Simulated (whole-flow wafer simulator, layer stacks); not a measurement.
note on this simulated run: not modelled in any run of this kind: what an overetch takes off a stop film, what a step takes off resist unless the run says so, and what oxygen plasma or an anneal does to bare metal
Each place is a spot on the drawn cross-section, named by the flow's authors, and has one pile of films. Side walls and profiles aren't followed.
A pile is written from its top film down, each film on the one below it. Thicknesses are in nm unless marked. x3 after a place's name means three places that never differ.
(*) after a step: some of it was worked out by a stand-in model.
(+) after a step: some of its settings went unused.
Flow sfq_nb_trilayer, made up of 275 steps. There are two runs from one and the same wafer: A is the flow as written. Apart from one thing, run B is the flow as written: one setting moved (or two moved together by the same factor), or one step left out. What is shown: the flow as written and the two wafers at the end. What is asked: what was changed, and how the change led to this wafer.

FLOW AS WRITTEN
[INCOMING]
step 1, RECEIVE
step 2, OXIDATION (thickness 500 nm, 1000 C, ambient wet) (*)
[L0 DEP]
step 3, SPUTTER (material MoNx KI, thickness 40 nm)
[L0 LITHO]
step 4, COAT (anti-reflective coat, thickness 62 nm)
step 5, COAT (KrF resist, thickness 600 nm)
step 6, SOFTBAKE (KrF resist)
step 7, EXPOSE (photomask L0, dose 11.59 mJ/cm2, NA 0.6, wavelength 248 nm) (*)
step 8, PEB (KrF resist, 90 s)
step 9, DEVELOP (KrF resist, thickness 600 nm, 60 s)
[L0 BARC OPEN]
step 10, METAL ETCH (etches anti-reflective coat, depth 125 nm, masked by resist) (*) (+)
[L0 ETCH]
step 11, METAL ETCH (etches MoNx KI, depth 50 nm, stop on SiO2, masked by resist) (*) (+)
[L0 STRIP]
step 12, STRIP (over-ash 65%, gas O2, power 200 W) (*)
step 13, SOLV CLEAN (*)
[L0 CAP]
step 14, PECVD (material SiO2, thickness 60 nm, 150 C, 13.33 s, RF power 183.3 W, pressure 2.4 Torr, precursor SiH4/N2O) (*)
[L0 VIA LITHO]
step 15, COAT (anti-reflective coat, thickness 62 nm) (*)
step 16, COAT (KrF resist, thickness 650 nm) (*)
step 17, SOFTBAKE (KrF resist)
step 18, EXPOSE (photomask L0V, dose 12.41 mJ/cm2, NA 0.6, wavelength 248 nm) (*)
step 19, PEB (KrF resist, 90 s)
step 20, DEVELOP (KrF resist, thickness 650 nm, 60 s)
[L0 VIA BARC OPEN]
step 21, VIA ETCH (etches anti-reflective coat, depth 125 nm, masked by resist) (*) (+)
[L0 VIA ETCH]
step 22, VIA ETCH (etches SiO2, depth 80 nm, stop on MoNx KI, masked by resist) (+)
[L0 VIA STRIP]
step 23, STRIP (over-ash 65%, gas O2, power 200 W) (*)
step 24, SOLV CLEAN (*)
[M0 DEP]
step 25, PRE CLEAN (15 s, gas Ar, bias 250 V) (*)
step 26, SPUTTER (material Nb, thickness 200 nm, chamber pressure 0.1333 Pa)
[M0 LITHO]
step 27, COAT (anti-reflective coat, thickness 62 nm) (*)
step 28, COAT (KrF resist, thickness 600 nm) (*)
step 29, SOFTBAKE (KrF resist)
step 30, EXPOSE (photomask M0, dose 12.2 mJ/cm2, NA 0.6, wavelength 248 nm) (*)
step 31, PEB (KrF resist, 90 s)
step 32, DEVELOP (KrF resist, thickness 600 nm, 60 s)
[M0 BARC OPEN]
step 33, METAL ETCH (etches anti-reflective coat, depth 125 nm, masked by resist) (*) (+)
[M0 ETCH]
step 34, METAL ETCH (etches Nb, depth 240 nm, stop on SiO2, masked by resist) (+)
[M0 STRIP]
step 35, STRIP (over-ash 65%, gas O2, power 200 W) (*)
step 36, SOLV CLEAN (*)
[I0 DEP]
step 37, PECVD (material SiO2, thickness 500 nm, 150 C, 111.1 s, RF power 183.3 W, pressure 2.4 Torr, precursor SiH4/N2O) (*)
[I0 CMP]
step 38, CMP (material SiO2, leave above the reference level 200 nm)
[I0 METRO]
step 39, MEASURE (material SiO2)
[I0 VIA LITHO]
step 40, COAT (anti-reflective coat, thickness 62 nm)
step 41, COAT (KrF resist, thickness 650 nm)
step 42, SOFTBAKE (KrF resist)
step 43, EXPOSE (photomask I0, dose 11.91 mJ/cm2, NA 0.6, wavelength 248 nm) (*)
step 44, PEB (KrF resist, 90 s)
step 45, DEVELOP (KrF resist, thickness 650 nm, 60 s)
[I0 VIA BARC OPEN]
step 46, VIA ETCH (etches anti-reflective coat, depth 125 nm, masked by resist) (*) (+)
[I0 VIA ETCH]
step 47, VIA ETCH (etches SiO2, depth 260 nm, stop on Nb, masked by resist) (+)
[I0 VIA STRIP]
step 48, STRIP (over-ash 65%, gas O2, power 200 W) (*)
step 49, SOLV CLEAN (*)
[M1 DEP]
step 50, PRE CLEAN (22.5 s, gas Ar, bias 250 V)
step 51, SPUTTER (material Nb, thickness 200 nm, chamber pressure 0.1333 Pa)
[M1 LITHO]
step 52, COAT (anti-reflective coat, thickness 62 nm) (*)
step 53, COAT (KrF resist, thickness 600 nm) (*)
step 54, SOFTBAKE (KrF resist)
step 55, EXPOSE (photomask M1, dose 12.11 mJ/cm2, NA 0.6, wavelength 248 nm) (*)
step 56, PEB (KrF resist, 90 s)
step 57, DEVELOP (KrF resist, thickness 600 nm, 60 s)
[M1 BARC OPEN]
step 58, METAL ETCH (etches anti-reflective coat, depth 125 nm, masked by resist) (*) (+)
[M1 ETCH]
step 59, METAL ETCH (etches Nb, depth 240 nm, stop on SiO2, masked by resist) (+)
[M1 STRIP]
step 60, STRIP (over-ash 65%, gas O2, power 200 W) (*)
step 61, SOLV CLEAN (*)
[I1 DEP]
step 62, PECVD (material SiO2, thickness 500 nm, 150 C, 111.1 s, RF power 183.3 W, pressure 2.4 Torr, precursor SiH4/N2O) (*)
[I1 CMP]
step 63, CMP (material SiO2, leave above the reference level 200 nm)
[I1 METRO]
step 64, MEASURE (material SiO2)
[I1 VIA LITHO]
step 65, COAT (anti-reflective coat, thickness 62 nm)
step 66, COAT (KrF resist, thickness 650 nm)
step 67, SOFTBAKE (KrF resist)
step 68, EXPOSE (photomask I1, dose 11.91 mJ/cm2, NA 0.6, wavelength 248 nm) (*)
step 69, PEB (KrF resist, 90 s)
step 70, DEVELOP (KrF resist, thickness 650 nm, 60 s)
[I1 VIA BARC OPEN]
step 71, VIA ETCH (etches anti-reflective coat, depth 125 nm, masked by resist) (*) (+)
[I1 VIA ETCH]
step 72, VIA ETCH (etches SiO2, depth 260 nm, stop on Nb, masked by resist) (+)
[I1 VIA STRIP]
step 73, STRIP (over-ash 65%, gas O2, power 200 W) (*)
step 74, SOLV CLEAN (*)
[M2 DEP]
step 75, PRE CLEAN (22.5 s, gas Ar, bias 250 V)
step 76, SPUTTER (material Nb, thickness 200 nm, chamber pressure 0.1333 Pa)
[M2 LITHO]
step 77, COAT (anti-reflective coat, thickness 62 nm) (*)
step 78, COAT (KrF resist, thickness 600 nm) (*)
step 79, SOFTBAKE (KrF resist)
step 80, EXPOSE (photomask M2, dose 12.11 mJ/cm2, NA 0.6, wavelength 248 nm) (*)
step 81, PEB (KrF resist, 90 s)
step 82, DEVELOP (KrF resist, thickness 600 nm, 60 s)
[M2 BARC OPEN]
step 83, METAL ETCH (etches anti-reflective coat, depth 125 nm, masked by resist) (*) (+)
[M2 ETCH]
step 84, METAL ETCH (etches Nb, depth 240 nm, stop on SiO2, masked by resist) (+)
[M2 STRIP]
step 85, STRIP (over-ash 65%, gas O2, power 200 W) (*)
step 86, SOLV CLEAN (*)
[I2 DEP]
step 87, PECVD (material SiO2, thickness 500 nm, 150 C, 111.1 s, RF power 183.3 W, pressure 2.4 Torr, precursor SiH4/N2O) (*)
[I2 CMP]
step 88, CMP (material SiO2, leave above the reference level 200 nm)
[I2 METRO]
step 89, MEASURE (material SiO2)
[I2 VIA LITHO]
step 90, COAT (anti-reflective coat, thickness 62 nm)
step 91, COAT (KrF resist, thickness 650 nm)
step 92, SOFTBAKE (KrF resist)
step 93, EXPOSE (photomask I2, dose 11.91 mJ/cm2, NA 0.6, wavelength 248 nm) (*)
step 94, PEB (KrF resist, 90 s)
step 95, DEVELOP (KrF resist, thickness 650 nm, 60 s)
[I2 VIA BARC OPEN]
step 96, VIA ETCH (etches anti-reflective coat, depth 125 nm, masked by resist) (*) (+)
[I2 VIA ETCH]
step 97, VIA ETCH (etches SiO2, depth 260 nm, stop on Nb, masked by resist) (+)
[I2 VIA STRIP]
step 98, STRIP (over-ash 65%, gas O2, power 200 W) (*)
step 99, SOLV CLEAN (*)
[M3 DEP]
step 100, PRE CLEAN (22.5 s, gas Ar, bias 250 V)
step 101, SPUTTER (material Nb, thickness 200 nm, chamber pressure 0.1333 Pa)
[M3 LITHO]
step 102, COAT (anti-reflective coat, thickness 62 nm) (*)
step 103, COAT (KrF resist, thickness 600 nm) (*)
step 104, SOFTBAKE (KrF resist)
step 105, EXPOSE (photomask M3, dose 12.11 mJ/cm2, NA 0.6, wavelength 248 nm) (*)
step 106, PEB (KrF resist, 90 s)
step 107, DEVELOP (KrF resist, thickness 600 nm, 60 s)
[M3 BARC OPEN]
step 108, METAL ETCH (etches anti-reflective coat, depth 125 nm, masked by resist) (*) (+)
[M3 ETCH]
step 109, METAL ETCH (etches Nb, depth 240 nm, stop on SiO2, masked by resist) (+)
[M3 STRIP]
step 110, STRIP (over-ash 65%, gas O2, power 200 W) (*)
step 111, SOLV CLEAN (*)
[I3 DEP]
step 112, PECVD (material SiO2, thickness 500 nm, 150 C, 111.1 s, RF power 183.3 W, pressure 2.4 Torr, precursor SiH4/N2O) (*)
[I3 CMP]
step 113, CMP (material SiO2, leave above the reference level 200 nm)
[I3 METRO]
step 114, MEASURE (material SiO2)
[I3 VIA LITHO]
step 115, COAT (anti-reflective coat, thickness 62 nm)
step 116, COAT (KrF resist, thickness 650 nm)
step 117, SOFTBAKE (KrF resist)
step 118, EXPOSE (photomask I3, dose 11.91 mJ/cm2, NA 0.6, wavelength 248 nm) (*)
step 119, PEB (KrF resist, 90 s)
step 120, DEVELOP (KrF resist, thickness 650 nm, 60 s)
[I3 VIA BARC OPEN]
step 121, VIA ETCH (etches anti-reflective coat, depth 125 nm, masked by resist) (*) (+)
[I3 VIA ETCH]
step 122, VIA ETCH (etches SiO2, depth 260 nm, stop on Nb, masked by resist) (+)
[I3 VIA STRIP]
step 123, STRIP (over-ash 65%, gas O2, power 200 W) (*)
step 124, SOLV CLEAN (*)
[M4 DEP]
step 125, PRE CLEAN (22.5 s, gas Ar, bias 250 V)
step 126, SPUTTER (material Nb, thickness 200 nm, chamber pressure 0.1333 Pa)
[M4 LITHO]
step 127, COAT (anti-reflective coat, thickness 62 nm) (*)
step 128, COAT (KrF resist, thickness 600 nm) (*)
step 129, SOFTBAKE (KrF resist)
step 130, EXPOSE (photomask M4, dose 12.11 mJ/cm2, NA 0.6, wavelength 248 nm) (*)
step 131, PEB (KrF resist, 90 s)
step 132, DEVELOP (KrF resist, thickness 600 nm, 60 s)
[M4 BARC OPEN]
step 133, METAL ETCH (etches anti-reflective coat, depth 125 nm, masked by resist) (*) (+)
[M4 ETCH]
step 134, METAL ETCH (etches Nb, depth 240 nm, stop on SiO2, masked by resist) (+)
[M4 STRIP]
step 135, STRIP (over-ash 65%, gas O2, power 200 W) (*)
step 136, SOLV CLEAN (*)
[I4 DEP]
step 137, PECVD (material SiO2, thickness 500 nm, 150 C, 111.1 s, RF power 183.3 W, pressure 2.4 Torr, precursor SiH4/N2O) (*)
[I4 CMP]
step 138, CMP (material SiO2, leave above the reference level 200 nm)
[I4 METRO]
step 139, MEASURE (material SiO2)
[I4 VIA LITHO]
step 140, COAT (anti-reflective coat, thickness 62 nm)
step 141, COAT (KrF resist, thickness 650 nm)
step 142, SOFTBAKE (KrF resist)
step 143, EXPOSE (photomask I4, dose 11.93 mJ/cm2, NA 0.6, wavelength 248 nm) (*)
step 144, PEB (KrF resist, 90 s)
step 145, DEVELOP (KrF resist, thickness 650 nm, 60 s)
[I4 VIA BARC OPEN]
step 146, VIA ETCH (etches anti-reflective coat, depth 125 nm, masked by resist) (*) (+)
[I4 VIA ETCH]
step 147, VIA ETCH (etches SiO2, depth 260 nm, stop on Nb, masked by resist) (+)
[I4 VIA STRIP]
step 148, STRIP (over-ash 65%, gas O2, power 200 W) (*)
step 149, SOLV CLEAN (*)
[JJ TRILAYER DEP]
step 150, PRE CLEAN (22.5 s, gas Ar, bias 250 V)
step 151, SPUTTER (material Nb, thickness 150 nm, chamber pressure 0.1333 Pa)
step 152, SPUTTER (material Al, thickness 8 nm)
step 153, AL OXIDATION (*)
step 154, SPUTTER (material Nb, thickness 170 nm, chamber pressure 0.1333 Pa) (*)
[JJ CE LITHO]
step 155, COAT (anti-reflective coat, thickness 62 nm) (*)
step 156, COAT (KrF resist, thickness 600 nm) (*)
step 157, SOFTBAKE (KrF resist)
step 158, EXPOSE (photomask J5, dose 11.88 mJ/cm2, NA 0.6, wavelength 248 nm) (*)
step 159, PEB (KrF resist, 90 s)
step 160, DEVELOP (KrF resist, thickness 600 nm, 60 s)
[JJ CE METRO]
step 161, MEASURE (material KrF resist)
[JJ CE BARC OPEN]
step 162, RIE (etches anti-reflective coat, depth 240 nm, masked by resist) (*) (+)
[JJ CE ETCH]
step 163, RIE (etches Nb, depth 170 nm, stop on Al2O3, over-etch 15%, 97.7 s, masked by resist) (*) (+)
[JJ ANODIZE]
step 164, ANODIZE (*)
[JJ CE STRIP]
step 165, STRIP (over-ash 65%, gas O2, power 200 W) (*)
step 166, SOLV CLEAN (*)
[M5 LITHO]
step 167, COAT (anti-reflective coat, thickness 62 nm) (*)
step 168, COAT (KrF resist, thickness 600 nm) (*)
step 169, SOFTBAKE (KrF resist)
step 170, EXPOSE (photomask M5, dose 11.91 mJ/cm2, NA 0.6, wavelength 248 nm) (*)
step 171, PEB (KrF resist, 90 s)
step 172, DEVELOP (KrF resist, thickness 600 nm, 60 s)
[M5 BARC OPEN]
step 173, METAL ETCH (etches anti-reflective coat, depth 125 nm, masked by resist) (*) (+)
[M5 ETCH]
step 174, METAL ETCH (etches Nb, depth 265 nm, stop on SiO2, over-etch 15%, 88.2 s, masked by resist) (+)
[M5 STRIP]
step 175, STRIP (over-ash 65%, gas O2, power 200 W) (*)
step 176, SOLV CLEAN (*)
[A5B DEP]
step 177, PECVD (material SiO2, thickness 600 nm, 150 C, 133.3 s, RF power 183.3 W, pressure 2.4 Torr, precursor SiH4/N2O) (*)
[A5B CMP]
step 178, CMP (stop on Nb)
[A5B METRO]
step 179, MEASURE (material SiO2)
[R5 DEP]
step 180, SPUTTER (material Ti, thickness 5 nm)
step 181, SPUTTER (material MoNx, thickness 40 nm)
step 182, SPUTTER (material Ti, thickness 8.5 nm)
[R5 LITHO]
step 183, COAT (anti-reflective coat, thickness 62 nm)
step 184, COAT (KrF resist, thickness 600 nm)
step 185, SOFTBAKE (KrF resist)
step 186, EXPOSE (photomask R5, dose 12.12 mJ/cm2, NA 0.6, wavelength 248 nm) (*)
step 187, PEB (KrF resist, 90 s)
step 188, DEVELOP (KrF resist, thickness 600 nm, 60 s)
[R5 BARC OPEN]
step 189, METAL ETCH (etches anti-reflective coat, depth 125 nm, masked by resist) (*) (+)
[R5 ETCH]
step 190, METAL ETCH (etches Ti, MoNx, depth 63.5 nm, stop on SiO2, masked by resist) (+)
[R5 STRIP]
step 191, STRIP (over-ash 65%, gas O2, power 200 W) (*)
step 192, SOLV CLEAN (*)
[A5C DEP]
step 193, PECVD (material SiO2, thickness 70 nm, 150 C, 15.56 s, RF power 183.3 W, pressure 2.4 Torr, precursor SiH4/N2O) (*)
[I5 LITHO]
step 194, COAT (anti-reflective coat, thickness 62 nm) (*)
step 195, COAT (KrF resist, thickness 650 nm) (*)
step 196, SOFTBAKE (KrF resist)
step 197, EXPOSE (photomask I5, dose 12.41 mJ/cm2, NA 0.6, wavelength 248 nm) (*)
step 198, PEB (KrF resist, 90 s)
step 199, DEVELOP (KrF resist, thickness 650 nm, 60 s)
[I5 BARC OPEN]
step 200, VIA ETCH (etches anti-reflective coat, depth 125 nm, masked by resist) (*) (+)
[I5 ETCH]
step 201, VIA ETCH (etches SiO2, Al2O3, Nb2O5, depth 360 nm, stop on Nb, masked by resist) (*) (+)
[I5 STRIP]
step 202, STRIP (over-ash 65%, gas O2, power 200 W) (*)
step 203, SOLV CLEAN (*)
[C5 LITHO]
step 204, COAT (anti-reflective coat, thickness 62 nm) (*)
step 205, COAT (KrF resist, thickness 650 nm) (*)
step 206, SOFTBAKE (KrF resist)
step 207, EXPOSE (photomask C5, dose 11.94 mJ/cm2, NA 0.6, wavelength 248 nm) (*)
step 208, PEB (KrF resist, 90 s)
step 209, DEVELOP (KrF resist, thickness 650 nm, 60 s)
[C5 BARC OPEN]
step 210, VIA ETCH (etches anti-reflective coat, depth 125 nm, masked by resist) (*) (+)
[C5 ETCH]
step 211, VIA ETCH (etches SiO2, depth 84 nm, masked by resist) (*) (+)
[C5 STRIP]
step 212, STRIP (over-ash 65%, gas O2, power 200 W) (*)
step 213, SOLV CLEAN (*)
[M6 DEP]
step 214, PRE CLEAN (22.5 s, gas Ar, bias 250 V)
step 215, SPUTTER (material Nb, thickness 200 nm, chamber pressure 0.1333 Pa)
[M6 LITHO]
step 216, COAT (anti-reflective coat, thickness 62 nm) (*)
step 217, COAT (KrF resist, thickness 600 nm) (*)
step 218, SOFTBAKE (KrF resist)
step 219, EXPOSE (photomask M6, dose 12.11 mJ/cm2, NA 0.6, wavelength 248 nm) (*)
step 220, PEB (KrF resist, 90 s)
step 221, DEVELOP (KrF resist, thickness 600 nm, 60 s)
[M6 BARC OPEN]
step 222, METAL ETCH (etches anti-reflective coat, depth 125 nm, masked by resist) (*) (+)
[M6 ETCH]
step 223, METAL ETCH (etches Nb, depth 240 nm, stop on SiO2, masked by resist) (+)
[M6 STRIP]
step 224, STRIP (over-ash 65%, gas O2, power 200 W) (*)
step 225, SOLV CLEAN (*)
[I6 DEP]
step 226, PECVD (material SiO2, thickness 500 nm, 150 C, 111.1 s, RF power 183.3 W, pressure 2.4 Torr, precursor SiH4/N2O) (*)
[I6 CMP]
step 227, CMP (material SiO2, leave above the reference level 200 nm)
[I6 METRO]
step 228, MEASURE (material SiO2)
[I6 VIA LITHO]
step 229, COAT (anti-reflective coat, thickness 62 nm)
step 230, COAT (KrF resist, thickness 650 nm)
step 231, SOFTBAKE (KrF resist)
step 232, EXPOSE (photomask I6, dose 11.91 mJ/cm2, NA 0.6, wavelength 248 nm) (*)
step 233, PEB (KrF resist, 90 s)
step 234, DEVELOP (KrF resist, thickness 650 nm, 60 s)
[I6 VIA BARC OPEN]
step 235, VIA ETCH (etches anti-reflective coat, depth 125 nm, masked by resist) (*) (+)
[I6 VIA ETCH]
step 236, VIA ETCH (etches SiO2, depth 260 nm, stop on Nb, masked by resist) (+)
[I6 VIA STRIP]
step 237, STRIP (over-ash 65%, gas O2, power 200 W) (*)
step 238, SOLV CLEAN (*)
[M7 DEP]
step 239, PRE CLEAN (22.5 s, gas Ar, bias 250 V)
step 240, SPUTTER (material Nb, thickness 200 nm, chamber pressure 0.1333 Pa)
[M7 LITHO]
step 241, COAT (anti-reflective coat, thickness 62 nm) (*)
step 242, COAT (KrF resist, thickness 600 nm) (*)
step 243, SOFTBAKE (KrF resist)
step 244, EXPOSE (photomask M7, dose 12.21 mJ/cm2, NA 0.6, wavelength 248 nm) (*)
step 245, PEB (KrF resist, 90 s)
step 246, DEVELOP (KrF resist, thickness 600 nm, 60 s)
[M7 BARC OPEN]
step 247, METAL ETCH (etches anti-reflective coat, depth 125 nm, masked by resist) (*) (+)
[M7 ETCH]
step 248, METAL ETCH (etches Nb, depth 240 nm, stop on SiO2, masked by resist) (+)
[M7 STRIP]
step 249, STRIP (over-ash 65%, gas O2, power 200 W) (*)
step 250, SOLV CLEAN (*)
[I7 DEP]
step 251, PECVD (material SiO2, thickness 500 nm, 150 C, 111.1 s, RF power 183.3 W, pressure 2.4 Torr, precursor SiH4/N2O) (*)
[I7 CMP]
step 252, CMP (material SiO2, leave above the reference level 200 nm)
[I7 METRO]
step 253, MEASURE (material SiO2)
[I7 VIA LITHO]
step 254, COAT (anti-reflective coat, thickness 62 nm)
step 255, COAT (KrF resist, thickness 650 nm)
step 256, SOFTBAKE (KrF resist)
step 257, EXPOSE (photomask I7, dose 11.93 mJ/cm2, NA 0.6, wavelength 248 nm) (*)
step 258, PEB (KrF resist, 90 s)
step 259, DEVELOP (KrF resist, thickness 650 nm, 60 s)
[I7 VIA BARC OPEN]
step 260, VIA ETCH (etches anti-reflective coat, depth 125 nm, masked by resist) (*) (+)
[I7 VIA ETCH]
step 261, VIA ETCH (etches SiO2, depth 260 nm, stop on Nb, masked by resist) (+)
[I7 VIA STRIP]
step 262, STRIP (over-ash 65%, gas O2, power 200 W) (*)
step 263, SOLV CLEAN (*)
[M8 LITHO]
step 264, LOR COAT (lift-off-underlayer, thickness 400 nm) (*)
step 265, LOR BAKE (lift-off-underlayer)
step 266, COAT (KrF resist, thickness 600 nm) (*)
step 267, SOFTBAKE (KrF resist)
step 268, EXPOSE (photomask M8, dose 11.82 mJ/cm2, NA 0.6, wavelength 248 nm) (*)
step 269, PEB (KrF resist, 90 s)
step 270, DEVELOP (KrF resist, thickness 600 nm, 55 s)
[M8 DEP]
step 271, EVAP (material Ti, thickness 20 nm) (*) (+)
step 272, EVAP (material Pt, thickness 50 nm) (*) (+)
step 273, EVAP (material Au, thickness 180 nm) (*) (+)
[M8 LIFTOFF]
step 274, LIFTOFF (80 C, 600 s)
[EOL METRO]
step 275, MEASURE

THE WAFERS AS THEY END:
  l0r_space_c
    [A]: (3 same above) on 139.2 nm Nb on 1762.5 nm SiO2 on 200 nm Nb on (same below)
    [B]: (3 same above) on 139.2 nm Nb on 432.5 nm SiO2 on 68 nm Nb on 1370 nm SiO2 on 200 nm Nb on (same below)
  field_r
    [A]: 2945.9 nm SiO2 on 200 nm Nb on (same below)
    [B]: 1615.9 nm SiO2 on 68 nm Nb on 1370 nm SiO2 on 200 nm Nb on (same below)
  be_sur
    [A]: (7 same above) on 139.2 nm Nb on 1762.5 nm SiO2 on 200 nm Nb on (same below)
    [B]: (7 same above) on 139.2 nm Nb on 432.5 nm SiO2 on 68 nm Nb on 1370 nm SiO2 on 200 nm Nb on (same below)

What caused this: step 126, SPUTTER: thickness 308 nm was run, whereas the flow has thickness 200 nm.

Step by step, how the change led to this:
  step 126, SPUTTER (material Nb, thickness 200 nm, chamber pressure 0.1333 Pa)
      field_l, v_sur, via_wl and 102 more: A +200 Nb (new film) | B +308 Nb (new film)
      via_v: A +165.5 Nb | B +256.6 Nb
  step 127, COAT (anti-reflective coat, thickness 62 nm) (*)
      via_v: A +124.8 anti-reflective coat (new film) | B +127.6 anti-reflective coat (new film)
  step 134, METAL ETCH (etches Nb, depth 240 nm, stop on SiO2, masked by resist) (+)
      field_l, be, be_sur and 64 more: A -200 Nb (all of it) | B -240 Nb
  step 135, STRIP (over-ash 65%, gas O2, power 200 W) (*)
      via_v: A -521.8 KrF resist (all of it), -124.8 anti-reflective coat (all of it) | B -533.6 KrF resist (all of it), -127.6 anti-reflective coat (all of it)
  step 137, PECVD (material SiO2, thickness 500 nm, 150 C, 111.1 s, RF power 183.3 W, pressure 2.4 Torr, precursor SiH4/N2O) (*)
      field_l, be, be_sur and 55 more: A +500 SiO2 | B +500 SiO2 (new film)
      p3_s0, p3_s1, p3_s2, p3_s3, p3_s4, p3_s5: A +557.1 SiO2 | B +597.1 SiO2 (new film)
      (and at 3 other places as well)
  step 138, CMP (material SiO2, leave above the reference level 200 nm)
      field_l, be, be_sur and 55 more: A -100 SiO2 | B -60 SiO2
      lsp_r, l0_sur, l0v: A -91.9 SiO2 | B -50.3 SiO2
      (and at 1 other place as well)
With metal films that touch counted as one body, l0r_space_c has 3 bodies (between them, from the top down: SiO2 432.5; SiO2 1370); the flow as written gives 2 bodies (between them, from the top down: SiO2 1762.5).
With metal films that touch counted as one body, field_r has 2 bodies (between them, from the top down: SiO2 1370); the flow as written gives 1 body.
With metal films that touch counted as one body, be_sur has 5 bodies (between them, from the top down: SiO2 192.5; SiO2 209 / Al2O3 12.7 / Nb2O5 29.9; SiO2 432.5; SiO2 1370); the flow as written gives 4 bodies (between them, from the top down: SiO2 192.5; SiO2 209 / Al2O3 12.7 / Nb2O5 29.9; SiO2 1762.5).
